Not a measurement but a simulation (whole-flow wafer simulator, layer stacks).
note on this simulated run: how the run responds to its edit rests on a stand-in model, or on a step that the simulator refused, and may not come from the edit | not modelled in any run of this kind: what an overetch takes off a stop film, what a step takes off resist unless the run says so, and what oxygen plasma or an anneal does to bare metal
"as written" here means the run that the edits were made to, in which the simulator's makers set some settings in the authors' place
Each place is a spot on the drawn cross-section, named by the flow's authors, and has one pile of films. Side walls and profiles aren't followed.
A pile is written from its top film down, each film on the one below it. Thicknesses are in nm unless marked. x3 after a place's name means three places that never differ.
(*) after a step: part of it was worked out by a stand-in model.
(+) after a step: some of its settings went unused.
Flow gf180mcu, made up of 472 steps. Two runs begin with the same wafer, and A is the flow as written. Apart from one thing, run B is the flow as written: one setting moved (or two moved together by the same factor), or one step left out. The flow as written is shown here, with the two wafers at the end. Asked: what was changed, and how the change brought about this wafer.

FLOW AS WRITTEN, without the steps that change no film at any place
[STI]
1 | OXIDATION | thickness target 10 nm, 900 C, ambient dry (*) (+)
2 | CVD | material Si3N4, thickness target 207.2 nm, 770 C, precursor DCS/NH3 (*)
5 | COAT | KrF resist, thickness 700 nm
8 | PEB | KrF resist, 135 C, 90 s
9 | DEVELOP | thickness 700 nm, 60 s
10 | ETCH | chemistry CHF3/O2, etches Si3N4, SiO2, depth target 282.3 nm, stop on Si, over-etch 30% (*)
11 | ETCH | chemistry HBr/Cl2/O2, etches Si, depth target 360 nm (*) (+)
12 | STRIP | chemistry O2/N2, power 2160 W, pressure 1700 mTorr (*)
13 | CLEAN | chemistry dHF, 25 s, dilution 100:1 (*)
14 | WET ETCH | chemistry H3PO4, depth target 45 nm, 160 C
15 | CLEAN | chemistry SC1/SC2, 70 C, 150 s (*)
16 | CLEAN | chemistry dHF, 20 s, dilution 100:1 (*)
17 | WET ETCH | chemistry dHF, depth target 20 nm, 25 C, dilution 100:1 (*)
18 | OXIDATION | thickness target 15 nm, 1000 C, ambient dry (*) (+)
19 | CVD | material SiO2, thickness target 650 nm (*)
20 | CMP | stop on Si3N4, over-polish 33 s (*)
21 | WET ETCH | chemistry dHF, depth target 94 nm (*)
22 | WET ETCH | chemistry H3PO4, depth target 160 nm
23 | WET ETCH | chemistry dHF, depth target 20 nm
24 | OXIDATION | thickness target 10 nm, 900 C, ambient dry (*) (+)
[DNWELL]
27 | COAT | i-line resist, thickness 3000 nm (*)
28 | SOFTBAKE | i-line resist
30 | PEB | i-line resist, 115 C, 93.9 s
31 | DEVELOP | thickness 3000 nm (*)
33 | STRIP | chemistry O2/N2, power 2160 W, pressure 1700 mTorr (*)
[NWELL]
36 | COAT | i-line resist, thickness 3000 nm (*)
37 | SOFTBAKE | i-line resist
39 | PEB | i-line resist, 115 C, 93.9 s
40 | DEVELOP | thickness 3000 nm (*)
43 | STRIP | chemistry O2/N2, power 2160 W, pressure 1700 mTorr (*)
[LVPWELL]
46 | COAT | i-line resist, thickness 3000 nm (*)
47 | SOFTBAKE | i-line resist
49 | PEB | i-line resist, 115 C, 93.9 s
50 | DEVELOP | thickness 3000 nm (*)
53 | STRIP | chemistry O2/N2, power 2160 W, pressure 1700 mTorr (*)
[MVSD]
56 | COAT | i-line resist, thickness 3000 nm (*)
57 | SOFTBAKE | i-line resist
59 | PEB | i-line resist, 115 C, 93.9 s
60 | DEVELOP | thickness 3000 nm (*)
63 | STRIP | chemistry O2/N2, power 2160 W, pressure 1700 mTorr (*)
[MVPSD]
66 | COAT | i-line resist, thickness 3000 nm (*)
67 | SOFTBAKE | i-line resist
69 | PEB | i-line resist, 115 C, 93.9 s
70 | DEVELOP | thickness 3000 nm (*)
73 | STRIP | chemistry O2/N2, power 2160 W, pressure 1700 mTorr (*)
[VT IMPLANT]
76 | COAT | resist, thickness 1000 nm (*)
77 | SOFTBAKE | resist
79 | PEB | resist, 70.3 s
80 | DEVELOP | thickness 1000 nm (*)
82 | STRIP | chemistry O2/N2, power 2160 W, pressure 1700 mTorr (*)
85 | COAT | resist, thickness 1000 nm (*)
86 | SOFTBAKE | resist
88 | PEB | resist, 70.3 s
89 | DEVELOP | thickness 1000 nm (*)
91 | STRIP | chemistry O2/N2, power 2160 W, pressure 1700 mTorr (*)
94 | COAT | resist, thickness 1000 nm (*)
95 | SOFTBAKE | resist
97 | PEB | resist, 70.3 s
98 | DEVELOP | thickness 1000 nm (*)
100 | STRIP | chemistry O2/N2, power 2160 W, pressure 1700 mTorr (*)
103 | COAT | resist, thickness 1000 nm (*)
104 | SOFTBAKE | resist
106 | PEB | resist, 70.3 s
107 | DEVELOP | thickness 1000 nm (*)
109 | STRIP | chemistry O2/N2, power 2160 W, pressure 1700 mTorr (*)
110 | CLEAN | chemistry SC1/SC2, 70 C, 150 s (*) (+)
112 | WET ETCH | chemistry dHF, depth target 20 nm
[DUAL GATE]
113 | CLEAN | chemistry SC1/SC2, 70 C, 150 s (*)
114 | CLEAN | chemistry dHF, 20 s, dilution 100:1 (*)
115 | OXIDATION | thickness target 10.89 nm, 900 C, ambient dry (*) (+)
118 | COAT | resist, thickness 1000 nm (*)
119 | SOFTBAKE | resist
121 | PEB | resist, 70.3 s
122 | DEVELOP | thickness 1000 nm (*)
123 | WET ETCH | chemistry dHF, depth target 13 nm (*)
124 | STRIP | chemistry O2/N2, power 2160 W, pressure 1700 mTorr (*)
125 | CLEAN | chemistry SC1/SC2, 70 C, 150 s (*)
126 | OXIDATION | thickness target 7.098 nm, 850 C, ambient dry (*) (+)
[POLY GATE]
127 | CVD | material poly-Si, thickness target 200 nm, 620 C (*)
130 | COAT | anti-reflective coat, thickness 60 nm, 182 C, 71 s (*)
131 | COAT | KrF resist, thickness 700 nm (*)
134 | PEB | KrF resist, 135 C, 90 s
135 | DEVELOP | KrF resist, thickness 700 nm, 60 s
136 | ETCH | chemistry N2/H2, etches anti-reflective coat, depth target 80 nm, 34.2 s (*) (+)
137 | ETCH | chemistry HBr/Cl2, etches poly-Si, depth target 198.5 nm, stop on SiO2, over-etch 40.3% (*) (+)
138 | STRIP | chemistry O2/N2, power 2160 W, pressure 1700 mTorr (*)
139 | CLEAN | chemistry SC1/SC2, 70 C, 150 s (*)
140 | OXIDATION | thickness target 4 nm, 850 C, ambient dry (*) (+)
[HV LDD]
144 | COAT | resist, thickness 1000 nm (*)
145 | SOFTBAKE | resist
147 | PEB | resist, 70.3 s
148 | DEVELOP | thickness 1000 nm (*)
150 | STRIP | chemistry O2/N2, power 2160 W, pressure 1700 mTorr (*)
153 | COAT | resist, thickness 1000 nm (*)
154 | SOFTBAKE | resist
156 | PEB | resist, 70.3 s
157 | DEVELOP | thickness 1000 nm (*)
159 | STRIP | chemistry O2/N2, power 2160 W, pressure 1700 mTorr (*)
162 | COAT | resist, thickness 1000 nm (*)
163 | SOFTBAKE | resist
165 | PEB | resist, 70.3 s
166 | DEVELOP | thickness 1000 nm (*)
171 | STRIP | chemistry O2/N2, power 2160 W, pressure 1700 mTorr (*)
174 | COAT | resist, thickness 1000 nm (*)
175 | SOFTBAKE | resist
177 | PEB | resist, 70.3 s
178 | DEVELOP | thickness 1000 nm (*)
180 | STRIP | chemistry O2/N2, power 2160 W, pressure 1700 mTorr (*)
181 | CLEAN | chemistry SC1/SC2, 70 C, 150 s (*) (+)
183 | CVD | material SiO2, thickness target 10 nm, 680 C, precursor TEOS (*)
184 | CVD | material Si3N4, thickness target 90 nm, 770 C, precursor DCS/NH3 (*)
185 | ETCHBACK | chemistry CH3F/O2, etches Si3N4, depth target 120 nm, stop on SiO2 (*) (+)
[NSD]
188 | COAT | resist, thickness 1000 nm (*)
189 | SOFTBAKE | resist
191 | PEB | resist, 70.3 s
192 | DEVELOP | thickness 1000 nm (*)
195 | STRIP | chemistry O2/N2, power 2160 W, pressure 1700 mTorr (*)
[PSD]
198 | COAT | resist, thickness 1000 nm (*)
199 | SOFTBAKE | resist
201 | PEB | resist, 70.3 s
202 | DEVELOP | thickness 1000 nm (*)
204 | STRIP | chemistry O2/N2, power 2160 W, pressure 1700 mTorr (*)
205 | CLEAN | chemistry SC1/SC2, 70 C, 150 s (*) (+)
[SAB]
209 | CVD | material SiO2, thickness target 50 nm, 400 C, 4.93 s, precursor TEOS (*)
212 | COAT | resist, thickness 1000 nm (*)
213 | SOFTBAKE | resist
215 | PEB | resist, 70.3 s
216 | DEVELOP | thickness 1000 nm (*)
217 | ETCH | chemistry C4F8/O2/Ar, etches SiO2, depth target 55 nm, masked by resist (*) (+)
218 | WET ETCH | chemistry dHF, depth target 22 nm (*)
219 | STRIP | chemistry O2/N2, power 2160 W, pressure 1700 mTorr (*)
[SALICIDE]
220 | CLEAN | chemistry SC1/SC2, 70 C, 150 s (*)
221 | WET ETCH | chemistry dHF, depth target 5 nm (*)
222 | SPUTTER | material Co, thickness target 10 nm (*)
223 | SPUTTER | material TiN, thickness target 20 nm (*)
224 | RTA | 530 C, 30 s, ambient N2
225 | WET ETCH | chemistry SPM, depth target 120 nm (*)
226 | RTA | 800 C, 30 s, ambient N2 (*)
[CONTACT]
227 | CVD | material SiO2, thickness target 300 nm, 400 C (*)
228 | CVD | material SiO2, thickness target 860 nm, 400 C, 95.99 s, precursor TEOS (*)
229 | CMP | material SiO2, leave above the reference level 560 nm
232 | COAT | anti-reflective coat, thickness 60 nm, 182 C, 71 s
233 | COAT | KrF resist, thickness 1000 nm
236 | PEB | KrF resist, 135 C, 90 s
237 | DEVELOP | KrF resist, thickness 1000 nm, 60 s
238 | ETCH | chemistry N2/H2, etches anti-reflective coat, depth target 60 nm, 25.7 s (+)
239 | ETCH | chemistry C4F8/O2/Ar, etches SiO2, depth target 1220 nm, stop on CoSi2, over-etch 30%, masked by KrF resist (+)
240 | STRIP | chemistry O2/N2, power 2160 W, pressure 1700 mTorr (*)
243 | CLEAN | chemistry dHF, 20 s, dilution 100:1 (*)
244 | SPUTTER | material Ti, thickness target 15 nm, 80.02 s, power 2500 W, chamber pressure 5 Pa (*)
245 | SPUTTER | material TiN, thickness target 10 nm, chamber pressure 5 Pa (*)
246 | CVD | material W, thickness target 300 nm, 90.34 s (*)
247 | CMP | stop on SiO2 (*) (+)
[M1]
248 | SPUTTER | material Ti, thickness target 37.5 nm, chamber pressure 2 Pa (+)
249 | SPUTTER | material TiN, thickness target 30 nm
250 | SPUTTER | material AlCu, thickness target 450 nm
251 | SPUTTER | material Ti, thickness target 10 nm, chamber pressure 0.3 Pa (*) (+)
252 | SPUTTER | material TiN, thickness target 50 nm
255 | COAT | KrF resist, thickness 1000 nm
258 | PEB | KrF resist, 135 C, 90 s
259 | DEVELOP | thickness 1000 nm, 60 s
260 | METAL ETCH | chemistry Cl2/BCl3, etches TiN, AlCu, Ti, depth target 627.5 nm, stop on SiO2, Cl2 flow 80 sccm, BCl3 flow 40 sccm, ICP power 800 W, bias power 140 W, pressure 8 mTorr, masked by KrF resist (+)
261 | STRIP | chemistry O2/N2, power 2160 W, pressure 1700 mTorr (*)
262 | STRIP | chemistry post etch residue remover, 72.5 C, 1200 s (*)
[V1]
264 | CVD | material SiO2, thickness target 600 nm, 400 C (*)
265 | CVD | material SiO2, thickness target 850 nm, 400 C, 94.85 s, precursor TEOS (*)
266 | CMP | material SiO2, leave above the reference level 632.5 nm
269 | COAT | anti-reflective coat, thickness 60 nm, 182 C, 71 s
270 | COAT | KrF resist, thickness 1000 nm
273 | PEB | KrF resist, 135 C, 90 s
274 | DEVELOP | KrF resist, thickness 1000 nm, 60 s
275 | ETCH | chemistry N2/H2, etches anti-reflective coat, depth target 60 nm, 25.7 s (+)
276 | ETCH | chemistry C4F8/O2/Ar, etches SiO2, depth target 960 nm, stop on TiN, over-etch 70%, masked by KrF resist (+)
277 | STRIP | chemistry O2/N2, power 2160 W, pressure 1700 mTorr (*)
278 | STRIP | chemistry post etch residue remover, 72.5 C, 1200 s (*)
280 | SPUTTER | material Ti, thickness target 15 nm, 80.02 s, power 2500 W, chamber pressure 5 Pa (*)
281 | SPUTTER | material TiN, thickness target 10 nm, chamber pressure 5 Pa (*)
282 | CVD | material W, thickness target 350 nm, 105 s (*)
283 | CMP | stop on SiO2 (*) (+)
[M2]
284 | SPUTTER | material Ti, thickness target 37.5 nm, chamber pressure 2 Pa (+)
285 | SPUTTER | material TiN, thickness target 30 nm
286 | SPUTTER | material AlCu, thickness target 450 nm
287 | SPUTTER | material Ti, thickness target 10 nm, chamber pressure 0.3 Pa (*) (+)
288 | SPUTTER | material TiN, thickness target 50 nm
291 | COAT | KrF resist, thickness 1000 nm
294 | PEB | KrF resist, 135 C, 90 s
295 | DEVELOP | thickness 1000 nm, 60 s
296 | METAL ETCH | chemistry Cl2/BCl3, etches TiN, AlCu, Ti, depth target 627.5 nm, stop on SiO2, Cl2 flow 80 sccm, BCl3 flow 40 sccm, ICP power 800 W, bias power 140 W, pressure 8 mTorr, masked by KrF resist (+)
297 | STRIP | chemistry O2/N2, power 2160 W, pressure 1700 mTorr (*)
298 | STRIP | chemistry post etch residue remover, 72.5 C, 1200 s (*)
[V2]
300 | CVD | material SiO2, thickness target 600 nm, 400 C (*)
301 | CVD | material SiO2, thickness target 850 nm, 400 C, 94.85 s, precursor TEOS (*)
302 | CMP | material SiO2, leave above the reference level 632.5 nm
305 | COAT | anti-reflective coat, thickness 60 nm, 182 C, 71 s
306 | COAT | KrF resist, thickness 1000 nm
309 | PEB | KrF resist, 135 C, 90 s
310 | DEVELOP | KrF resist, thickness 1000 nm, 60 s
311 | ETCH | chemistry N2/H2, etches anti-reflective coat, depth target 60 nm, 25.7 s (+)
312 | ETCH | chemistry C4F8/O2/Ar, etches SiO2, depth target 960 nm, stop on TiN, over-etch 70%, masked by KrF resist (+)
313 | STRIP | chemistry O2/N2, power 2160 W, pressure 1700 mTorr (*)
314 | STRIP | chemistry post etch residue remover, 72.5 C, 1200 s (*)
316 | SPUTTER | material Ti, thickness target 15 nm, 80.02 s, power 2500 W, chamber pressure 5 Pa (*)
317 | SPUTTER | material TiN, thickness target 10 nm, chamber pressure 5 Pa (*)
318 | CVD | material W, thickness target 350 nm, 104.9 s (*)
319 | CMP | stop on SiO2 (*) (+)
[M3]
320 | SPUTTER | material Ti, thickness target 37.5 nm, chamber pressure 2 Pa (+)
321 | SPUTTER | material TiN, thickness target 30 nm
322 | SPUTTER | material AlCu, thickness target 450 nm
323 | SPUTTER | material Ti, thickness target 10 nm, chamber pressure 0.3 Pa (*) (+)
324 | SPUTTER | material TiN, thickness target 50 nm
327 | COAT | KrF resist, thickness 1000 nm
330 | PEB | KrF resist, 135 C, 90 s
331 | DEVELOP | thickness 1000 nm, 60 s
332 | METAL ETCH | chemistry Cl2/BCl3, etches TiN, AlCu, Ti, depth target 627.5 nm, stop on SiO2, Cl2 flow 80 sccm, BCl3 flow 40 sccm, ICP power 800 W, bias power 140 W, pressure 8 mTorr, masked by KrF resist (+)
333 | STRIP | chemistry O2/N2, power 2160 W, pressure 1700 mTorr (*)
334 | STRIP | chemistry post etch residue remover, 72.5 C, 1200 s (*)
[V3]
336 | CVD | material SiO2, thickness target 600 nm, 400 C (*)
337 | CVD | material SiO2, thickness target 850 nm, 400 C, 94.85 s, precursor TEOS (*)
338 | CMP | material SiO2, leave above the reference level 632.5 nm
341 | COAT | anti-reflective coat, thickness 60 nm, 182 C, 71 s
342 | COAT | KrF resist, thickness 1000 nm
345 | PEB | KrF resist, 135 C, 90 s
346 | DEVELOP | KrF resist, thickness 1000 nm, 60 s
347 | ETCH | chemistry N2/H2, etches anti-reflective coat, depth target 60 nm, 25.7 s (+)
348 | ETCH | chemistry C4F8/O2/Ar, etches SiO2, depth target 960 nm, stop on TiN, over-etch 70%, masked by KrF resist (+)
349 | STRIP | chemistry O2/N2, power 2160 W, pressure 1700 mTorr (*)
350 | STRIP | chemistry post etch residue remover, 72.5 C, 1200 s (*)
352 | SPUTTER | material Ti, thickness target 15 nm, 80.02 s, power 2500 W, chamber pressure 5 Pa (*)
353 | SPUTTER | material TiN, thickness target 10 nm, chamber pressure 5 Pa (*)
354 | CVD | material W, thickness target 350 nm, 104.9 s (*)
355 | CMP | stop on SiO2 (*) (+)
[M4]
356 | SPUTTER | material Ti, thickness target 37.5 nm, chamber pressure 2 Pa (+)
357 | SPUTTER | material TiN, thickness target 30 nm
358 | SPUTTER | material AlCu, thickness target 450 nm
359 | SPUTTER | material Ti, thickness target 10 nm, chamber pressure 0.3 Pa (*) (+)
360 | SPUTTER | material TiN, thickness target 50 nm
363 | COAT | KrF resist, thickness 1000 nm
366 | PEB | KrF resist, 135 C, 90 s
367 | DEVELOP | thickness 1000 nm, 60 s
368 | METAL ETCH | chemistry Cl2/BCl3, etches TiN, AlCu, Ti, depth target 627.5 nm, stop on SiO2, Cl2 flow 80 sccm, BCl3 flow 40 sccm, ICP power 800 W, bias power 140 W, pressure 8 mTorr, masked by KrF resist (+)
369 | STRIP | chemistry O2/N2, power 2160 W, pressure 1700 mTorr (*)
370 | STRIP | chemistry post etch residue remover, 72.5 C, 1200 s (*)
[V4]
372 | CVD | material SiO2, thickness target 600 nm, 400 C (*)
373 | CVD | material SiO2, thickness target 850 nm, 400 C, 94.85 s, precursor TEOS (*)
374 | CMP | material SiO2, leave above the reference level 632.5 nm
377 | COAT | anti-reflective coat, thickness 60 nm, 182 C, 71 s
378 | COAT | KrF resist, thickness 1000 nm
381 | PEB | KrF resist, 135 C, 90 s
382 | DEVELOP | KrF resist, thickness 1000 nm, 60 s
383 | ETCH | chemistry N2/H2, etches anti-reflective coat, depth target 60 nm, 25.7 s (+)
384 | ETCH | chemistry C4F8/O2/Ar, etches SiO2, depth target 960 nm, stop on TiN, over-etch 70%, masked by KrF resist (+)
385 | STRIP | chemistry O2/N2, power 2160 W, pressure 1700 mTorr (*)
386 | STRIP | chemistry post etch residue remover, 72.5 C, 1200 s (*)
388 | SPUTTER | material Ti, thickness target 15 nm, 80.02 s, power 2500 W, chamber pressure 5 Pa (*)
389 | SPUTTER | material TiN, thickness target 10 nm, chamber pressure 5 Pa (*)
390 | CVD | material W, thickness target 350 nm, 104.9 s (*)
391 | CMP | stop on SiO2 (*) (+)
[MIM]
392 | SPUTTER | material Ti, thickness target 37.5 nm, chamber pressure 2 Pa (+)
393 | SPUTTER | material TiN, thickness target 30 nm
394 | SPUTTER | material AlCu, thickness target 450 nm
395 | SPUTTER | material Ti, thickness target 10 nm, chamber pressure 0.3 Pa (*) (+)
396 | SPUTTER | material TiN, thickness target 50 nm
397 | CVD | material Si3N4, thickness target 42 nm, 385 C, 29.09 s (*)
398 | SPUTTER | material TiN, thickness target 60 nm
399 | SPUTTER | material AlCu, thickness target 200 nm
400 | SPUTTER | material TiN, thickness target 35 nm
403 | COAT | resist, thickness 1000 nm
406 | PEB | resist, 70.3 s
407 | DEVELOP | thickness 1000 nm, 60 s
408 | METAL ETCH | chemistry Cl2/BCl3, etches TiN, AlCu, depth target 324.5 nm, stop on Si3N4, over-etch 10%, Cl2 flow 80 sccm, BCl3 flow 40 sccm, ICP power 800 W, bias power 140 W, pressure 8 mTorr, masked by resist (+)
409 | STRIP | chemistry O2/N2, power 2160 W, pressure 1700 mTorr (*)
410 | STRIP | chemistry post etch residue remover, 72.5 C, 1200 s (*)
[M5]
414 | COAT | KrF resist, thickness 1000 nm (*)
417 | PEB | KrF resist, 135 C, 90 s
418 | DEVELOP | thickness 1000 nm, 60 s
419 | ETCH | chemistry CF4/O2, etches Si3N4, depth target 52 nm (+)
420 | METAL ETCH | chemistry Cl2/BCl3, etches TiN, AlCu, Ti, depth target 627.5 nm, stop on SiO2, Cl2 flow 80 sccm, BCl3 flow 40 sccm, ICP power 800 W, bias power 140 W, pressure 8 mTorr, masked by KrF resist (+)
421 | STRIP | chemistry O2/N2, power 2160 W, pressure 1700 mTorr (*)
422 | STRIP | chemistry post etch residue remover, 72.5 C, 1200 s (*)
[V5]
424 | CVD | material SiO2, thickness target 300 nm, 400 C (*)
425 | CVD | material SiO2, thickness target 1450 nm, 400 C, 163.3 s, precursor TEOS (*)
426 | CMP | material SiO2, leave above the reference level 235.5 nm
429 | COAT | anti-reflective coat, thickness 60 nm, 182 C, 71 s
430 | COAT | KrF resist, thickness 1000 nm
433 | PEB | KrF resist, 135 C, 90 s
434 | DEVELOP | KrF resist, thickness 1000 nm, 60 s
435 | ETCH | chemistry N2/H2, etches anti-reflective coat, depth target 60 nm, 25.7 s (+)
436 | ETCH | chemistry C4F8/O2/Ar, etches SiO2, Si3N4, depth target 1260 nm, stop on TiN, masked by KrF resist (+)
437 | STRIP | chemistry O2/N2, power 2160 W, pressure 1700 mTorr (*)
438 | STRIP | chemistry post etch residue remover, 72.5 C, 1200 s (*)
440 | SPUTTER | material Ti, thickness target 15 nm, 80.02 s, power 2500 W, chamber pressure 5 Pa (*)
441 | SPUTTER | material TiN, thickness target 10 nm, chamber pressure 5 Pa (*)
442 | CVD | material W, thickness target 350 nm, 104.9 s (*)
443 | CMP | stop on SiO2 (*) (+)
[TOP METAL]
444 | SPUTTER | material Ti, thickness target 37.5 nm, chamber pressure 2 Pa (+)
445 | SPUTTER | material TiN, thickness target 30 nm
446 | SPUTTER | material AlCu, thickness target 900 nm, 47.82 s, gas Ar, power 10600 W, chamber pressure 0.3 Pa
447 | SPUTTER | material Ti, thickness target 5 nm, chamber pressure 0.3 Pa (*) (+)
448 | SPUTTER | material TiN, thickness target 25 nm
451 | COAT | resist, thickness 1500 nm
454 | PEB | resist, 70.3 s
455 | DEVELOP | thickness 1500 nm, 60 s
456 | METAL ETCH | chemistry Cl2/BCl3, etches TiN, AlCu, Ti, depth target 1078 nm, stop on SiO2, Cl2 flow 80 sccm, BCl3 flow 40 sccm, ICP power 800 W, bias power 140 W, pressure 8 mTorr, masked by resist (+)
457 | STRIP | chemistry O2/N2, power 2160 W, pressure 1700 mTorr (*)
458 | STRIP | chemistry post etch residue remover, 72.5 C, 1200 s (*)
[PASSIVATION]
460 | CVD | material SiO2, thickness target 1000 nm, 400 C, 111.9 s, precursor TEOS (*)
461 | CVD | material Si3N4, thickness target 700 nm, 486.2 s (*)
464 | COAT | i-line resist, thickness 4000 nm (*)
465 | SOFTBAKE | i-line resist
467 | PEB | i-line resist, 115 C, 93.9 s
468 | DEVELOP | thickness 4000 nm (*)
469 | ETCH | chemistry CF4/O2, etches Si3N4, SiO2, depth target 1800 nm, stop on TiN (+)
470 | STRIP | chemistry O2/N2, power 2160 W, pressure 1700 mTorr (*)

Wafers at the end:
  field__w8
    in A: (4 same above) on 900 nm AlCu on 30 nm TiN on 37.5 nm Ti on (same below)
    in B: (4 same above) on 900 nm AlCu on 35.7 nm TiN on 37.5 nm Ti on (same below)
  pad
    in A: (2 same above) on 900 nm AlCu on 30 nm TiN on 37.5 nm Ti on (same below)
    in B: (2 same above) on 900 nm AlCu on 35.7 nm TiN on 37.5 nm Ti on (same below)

What caused this: step 445, SPUTTER: thickness target 35.7 nm was run, while the flow as written has thickness target 30 nm.
The wafer itself shows it: field__w8 has TiN 35.7, and step 445 as written asks for 30 nm.

The path from the change to this, step by step:
  445 | SPUTTER | material TiN, thickness target 30 nm
      field, field__w1, field__w2 and 109 more: A TiN gains 30 (new film) | B TiN gains 35.7 (new film)
  456 | METAL ETCH | chemistry Cl2/BCl3, etches TiN, AlCu, Ti, depth target 1078 nm, stop on SiO2, Cl2 flow 80 sccm, BCl3 flow 40 sccm, ICP power 800 W, bias power 140 W, pressure 8 mTorr, masked by resist (+)
      field, field__w1, field__w2 and 103 more: A TiN loses 25 (all of it), Ti loses 5 (all of it), AlCu loses 900 (all of it), TiN loses 30 (all of it), Ti loses 37.5 (all of it) | B TiN loses 25 (all of it), Ti loses 5 (all of it), AlCu loses 900 (all of it), TiN loses 35.7 (all of it), Ti loses 37.5 (all of it)
  465 | SOFTBAKE | i-line resist
      gate: A i-line resist gains 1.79 | B i-line resist loses 0.31
      field__w11, field__w13: A i-line resist gains 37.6 | B i-line resist gains 31.3
      (as well as at 58 more places)
